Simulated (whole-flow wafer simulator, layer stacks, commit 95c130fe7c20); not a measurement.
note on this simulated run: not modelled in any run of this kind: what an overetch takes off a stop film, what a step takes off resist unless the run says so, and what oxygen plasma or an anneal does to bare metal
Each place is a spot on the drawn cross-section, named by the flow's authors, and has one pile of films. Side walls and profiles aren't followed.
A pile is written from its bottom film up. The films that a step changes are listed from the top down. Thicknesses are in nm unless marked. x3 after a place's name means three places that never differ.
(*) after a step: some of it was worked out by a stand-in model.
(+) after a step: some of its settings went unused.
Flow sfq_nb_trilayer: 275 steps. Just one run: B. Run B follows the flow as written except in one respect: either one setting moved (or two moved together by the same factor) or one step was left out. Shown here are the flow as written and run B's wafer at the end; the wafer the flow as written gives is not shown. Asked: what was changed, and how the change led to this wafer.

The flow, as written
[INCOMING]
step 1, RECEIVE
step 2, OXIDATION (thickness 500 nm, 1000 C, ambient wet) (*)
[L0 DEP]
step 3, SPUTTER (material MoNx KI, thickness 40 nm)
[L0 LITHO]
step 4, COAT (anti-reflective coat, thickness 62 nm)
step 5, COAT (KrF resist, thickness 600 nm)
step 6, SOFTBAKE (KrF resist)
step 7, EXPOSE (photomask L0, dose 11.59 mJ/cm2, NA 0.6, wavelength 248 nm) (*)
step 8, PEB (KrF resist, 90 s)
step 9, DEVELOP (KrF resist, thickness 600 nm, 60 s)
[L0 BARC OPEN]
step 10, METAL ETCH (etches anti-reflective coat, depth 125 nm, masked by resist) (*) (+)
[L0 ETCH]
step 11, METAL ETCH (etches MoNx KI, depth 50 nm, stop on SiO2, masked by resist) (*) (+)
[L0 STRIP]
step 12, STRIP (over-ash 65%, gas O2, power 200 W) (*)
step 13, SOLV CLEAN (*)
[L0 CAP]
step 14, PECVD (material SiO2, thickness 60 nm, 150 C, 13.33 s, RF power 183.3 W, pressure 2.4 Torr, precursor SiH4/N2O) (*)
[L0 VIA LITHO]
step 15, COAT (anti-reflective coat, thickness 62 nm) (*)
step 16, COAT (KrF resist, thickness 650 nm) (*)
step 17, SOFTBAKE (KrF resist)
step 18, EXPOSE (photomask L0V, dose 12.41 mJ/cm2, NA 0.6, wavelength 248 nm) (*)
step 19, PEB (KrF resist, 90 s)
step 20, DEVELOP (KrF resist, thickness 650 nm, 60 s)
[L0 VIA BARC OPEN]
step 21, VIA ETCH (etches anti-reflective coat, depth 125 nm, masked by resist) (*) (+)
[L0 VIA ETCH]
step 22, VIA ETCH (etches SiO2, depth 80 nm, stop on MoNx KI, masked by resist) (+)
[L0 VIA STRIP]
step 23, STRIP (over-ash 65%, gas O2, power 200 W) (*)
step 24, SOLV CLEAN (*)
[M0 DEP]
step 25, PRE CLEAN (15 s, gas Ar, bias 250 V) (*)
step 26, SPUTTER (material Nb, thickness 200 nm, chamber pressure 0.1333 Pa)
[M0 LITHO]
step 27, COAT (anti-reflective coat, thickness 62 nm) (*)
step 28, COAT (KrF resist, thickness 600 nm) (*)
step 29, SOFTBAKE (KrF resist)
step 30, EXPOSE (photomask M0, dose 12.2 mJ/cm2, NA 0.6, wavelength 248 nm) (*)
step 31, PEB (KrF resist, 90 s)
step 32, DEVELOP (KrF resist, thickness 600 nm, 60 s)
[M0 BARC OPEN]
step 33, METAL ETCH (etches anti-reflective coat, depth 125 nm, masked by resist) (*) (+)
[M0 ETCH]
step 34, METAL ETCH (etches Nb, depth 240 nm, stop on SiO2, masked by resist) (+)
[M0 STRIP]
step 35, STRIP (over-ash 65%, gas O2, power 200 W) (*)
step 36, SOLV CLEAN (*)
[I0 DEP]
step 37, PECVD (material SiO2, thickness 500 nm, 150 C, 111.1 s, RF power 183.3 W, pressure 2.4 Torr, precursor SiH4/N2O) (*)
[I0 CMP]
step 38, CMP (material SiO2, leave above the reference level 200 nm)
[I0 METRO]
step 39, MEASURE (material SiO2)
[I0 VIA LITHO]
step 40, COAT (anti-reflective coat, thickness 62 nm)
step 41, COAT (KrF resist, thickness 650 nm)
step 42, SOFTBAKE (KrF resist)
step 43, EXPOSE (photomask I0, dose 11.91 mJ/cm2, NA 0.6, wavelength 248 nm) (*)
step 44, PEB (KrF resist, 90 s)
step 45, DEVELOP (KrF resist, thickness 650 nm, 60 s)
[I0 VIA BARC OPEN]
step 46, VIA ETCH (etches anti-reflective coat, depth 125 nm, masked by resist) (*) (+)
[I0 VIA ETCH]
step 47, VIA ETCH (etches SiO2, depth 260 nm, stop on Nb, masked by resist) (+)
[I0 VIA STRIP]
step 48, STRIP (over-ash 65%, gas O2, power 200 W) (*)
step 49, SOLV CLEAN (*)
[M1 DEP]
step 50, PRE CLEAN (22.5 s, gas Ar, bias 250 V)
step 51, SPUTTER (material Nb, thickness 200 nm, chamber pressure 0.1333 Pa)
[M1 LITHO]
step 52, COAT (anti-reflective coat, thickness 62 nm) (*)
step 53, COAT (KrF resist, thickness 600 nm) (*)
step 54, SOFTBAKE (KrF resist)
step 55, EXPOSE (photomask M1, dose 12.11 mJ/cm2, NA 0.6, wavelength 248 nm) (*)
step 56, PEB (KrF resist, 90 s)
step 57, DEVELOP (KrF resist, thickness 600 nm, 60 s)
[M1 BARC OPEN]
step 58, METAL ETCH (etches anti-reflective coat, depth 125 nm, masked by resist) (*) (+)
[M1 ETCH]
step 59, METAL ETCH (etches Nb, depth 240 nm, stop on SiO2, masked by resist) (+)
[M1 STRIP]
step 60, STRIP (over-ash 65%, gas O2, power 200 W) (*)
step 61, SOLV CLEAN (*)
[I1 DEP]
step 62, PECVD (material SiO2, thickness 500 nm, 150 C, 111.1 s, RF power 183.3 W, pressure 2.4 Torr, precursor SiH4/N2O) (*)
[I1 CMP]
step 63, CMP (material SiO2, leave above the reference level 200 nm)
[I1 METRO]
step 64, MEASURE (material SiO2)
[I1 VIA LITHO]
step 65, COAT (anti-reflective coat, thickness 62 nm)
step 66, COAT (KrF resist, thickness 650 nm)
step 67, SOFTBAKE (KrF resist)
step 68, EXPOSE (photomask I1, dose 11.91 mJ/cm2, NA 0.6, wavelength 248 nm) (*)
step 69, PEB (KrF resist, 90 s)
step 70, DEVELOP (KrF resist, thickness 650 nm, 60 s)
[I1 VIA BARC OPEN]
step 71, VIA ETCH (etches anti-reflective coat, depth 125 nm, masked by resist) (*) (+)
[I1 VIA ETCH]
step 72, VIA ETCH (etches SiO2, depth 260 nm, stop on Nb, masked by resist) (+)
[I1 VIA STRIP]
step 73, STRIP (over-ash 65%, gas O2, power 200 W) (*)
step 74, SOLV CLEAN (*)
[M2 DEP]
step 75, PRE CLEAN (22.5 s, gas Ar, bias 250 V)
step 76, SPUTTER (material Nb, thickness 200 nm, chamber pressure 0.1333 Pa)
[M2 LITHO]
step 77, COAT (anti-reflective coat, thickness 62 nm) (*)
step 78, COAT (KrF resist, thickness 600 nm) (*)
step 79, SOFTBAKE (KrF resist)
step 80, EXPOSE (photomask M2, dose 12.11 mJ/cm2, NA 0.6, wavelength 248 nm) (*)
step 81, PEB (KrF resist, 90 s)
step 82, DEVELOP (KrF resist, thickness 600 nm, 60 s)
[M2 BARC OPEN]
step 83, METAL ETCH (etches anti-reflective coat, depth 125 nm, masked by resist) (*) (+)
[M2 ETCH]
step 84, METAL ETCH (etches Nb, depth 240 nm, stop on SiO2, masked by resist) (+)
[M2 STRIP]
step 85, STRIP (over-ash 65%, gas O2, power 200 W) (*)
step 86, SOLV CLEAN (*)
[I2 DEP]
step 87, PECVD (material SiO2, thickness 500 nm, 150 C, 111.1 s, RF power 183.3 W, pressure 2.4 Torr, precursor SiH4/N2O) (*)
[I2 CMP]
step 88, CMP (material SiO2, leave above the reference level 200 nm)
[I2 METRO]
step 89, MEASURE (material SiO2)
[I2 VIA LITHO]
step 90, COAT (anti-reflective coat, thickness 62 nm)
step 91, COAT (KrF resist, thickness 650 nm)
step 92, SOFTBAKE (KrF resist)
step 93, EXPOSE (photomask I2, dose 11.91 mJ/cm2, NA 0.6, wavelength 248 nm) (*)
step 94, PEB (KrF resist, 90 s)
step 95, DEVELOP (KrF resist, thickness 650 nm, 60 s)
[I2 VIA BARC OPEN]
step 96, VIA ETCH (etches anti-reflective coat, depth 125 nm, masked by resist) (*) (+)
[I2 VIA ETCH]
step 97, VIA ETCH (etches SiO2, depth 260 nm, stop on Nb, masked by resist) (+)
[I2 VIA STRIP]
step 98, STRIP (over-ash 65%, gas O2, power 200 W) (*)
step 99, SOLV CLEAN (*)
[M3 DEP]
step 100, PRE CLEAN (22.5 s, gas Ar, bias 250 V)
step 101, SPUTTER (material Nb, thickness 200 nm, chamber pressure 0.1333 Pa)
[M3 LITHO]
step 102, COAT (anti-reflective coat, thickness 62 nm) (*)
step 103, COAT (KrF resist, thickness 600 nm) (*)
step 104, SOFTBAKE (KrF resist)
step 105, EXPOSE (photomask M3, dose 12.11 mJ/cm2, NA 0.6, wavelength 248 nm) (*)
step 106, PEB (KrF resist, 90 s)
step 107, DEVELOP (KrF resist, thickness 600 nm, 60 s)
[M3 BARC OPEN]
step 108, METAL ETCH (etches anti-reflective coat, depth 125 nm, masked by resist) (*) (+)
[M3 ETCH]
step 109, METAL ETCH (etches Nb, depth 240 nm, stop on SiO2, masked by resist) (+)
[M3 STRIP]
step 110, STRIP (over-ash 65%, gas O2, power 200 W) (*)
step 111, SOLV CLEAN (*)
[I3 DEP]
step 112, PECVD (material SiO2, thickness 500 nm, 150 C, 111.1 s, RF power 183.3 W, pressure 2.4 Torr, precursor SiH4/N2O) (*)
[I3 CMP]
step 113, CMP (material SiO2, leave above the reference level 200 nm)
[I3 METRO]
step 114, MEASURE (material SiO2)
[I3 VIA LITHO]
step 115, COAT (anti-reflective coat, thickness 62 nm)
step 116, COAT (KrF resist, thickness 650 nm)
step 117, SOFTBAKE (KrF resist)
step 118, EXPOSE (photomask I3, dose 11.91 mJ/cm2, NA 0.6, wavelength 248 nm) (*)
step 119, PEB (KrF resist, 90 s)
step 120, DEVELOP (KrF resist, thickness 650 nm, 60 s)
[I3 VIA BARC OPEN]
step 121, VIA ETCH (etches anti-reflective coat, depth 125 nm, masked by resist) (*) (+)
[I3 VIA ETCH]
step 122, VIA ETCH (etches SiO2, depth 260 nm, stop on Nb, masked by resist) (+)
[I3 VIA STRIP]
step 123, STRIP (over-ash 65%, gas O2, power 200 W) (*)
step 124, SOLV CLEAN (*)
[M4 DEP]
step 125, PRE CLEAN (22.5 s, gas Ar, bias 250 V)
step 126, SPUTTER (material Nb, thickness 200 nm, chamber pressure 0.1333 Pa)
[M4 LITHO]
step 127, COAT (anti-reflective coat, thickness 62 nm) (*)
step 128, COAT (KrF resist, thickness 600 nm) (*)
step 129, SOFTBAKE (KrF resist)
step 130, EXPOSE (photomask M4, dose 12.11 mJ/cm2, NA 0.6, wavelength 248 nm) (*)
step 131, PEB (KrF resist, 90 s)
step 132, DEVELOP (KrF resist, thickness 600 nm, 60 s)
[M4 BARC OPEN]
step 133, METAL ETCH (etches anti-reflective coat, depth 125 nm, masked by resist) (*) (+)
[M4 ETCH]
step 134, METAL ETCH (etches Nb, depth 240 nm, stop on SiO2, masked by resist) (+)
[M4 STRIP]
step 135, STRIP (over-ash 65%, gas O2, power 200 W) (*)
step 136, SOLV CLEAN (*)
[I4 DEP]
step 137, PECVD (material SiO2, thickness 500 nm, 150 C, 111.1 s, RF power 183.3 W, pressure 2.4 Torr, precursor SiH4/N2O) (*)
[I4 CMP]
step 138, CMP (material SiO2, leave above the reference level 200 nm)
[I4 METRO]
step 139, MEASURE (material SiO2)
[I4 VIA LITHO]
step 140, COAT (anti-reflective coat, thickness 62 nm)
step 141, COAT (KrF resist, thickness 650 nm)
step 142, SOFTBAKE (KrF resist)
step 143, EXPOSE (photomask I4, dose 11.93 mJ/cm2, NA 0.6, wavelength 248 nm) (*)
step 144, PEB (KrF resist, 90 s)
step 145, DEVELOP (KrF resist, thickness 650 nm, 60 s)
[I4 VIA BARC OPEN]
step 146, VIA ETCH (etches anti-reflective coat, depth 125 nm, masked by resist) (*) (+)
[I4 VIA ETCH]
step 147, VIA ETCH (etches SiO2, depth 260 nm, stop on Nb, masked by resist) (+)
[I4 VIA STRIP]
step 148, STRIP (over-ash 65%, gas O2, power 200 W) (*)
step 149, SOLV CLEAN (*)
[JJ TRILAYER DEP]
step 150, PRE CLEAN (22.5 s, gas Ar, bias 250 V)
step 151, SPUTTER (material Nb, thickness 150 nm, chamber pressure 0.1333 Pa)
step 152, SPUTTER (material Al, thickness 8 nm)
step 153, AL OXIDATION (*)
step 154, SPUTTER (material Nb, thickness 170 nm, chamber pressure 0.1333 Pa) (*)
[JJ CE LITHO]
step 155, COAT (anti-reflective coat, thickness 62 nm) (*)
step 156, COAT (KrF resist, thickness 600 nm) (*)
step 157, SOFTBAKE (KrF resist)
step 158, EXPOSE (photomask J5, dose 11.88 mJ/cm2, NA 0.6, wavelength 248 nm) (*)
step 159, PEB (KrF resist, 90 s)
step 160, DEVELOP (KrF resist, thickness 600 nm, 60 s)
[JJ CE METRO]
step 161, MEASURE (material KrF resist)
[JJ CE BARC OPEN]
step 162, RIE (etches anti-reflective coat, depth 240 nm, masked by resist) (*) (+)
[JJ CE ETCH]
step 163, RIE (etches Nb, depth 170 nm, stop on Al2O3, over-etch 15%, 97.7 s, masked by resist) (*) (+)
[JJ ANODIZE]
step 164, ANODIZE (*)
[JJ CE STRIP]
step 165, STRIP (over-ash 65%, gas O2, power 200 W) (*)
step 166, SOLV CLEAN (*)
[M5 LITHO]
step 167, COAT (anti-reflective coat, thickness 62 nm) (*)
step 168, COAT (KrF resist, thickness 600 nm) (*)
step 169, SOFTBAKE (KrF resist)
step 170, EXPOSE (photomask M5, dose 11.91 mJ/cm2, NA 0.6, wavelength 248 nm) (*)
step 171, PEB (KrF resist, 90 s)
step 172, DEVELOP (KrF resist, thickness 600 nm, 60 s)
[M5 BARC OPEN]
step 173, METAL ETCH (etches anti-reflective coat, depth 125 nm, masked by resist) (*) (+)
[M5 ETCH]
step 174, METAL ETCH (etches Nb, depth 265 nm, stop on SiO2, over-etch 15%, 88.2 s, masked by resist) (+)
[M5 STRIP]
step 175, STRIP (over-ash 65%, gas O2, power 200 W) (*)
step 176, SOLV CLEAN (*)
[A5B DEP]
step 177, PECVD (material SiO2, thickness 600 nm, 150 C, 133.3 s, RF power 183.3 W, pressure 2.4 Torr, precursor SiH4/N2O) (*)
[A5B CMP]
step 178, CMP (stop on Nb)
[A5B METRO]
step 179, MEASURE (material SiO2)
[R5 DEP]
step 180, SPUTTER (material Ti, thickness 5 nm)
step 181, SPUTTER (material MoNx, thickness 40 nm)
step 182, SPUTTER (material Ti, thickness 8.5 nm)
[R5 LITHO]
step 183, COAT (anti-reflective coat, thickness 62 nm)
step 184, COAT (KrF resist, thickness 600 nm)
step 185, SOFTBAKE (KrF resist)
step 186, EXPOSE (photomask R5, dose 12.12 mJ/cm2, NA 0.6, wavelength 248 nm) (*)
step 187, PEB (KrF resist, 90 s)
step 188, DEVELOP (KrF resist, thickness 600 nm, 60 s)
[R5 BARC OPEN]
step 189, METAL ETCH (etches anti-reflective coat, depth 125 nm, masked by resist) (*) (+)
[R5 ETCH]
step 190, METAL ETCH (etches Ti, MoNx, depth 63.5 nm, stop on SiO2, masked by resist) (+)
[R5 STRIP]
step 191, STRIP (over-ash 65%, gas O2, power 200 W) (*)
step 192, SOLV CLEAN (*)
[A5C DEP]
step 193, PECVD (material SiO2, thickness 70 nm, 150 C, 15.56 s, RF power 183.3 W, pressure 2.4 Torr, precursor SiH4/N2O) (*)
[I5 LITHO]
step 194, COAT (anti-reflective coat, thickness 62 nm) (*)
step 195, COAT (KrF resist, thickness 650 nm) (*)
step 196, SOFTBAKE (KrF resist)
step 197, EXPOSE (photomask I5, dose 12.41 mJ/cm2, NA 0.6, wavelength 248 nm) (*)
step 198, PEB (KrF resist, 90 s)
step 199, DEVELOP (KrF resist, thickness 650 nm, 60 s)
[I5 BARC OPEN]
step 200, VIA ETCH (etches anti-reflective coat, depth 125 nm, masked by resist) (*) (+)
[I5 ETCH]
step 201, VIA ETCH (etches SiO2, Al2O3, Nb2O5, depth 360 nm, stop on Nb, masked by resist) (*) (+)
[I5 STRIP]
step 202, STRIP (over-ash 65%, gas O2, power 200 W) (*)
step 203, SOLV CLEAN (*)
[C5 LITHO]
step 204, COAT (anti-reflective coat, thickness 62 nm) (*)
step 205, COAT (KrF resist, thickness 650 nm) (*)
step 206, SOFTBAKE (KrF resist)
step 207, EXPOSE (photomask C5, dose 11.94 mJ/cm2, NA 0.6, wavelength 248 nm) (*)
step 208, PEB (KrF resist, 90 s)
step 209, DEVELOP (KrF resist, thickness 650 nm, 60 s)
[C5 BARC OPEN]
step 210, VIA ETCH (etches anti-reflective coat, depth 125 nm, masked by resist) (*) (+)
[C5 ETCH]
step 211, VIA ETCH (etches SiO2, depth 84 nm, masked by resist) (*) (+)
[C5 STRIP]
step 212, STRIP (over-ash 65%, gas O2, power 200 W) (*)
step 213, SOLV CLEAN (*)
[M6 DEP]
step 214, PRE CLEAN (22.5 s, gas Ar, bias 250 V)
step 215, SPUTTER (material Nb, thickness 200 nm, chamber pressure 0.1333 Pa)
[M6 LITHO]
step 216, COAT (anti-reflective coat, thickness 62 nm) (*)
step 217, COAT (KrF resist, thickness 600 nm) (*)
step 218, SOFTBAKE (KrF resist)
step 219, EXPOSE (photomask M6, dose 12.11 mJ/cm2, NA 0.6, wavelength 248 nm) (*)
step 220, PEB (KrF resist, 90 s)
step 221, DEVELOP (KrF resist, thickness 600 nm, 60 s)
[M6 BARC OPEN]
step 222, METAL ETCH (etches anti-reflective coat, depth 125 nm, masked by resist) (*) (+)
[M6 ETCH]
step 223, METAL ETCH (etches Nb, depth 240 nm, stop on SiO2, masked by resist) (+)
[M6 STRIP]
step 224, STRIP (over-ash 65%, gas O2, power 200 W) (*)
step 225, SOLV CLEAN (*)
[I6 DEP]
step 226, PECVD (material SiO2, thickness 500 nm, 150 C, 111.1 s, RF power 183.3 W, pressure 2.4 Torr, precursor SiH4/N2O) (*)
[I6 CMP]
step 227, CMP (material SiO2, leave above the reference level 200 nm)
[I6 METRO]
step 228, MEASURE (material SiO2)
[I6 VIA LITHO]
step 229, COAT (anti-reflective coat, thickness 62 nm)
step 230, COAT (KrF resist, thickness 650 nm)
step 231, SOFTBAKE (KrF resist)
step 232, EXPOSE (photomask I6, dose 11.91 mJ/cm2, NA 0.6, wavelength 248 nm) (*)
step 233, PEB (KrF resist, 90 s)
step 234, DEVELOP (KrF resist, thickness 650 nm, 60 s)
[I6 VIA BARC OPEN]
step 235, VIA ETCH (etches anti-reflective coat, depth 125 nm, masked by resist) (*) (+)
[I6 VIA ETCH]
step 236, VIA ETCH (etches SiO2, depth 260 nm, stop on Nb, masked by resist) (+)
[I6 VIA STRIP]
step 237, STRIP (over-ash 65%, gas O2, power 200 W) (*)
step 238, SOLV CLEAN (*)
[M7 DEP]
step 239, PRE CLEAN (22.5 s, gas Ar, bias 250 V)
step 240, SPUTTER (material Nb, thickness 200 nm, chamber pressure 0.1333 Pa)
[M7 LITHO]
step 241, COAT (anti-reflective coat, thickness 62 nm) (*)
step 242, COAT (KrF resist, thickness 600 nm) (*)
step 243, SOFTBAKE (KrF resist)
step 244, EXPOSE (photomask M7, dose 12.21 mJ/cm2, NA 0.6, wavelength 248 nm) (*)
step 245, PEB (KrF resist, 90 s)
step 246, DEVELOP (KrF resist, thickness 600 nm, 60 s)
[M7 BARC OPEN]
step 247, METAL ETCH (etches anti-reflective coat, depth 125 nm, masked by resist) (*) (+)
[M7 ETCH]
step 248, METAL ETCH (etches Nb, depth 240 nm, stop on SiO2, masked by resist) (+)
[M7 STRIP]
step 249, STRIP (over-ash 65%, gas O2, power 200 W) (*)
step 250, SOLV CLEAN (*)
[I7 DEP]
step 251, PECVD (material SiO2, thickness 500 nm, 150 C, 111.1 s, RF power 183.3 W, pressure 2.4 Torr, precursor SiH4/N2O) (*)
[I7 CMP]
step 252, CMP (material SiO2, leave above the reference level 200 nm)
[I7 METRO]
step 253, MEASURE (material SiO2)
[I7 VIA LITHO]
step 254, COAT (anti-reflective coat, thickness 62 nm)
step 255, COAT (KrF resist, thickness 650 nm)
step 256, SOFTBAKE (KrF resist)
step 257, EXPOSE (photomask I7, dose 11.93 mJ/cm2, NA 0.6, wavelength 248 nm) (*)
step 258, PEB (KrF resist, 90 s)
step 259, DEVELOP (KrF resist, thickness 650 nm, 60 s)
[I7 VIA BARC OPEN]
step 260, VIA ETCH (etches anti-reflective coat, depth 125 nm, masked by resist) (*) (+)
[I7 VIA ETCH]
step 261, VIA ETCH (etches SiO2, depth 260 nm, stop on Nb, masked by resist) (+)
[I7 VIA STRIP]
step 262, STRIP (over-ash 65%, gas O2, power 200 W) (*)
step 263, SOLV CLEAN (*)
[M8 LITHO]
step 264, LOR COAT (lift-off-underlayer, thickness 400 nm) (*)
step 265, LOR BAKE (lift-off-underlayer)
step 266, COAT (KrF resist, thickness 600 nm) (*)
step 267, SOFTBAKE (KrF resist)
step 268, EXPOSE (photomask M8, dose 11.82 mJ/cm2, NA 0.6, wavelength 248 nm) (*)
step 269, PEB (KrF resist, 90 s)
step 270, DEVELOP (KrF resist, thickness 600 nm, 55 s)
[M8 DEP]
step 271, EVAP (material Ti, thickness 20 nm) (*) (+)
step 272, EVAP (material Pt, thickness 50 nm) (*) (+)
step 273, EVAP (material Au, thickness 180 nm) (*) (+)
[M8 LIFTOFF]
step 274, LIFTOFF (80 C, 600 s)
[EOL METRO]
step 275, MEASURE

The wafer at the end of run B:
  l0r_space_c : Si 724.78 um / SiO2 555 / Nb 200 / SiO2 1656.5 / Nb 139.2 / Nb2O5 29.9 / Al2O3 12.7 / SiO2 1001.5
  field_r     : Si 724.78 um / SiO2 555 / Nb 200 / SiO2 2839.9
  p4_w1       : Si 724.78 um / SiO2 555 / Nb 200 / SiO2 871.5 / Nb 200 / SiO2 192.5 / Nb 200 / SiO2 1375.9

The reason: step 88, CMP: leave above the reference level 94 nm was run, though the flow has leave above the reference level 200 nm.

How this came from the change, step by step:
  step 88, CMP (material SiO2, leave above the reference level 200 nm)
      field_l, be, be_sur and 81 more: -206 SiO2 (it would be, as written: -100 SiO2)
      v_sur, via_wl, via_w and 18 more: -406 SiO2 (it would be, as written: -300 SiO2)
      (and at 1 other place as well)
  step 97, VIA ETCH (etches SiO2, depth 260 nm, stop on Nb, masked by resist) (+)
      field_l, v_sur, via_wl and 102 more: -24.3 KrF resist (it would be, as written: -44.8 KrF resist)
      via_w: -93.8 SiO2 (all of it) (it would be, as written: -199.8 SiO2 (all of it))
  step 98, STRIP (over-ash 65%, gas O2, power 200 W) (*)
      field_l, v_sur, via_wl and 102 more: -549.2 KrF resist (all of it), -62 anti-reflective coat (all of it) (it would be, as written: -528.6 KrF resist (all of it), -62 anti-reflective coat (all of it))
  step 101, SPUTTER (material Nb, thickness 200 nm, chamber pressure 0.1333 Pa)
      via_w: +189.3 Nb (it would be, as written: +165.5 Nb)
  step 102, COAT (anti-reflective coat, thickness 62 nm) (*)
      via_wl, via_wr: +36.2 anti-reflective coat (new film) (it would be, as written: +34.2 anti-reflective coat (new film))
      v_sur: +57.5 anti-reflective coat (new film) (it would be, as written: +61.1 anti-reflective coat (new film))
      (and at 2 other places as well)
  step 103, COAT (KrF resist, thickness 600 nm) (*)
      v_sur: +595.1 KrF resist (new film) (it would be, as written: +582.9 KrF resist (new film))
      via_w: +647.9 KrF resist (new film) (it would be, as written: +737.9 KrF resist (new film))
  step 110, STRIP (over-ash 65%, gas O2, power 200 W) (*)
      v_sur: -377.5 KrF resist (all of it), -57.5 anti-reflective coat (all of it) (it would be, as written: -365.3 KrF resist (all of it), -61.1 anti-reflective coat (all of it))
      via_wl: -395.1 KrF resist (all of it), -36.2 anti-reflective coat (all of it) (it would be, as written: -384.2 KrF resist (all of it), -34.2 anti-reflective coat (all of it))
      (and at 3 other places as well)
  step 112, PECVD (material SiO2, thickness 500 nm, 150 C, 111.1 s, RF power 183.3 W, pressure 2.4 Torr, precursor SiH4/N2O) (*)
      via_w: +500 SiO2 (new film) (it would be, as written: +615 SiO2 (new film))
  step 113, CMP (material SiO2, leave above the reference level 200 nm)
      via_w: -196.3 SiO2 (it would be, as written: -181.6 SiO2)
